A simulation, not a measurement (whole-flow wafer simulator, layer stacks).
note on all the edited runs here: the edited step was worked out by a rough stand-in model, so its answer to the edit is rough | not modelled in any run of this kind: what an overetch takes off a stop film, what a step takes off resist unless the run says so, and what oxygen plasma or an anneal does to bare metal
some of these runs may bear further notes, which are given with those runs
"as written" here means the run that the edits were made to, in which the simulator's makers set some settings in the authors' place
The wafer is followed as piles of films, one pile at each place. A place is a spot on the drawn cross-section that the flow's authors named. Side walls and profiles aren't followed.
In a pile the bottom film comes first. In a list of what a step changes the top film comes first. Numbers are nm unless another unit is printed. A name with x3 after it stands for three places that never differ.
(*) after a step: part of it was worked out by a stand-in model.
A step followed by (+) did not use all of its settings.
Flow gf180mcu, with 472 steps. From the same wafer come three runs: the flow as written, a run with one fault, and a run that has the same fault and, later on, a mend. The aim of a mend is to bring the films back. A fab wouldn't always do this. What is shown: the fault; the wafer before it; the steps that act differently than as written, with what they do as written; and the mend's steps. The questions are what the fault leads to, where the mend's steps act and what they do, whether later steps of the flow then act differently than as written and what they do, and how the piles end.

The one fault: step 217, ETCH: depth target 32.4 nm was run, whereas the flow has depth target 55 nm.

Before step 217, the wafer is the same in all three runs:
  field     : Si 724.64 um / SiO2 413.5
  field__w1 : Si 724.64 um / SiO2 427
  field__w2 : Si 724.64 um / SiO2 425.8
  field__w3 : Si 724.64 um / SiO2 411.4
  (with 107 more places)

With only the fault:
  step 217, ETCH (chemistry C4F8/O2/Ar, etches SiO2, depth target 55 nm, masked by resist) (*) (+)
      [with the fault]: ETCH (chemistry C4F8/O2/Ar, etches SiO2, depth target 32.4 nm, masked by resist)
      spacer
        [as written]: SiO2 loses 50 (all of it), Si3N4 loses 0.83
        [with the fault]: SiO2 loses 32.4
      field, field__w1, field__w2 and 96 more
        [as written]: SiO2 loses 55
        [with the fault]: SiO2 loses 32.4
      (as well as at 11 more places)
  Steps further on in the flow that do not act as written (not shown: 6 more steps that differ only slightly, by at most 2% or 0.5 nm, whichever is larger):
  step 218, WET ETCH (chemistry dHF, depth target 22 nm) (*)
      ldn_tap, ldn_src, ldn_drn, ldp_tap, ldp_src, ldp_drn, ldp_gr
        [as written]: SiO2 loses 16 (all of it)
        [with the fault]: SiO2 loses 36.9
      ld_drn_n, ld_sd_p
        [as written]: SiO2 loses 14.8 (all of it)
        [with the fault]: SiO2 loses 36
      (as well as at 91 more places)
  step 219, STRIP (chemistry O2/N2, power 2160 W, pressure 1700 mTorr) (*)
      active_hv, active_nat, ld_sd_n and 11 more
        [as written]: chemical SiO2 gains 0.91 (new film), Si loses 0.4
        [with the fault]: nothing
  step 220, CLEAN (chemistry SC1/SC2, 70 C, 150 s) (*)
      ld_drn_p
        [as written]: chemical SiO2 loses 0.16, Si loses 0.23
        [with the fault]: SiO2 loses 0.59 (all of it)
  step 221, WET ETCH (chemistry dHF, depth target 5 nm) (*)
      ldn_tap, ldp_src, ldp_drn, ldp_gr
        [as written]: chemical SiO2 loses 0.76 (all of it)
        [with the fault]: SiO2 loses 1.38 (all of it)
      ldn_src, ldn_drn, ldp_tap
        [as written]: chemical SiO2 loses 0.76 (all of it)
        [with the fault]: SiO2 loses 1.37 (all of it)
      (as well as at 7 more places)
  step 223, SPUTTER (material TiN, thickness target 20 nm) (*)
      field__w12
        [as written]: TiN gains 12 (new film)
        [with the fault]: TiN gains 12.7 (new film)
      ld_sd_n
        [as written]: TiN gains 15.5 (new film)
        [with the fault]: TiN gains 16.1 (new film)
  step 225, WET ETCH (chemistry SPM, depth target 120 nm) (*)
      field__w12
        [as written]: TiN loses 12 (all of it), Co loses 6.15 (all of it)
        [with the fault]: TiN loses 12.7 (all of it), Co loses 6.45 (all of it)
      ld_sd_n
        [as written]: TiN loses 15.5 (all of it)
        [with the fault]: TiN loses 16.1 (all of it)
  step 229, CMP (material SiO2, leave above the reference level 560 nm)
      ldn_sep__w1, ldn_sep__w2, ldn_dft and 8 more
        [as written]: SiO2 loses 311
        [with the fault]: SiO2 loses 320.1
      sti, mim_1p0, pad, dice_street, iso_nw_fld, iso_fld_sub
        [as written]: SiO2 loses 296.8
        [with the fault]: SiO2 loses 305.9
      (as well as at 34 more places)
  At the end the piles are close to the flow's at the places that both follow, differing by at most 2% or 0.5 nm, whichever is larger.

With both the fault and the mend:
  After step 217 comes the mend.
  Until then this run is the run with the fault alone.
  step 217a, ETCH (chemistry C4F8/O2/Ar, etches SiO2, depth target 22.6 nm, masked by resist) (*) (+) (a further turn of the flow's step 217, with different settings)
      field, field__w1, field__w2 and 96 more
        SiO2 loses 22.6
      field__w5, field__w9, field__w13 and 8 more
        resist loses 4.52
      spacer
        SiO2 loses 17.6 (all of it), Si3N4 loses 0.83
  Every later step of the flow that is run acts as written, at every place that is followed, to within 2% or 0.5 nm, whichever is larger.
  At the end the piles are close to the flow's at the places that both follow, differing by at most 2% or 0.5 nm, whichever is larger.
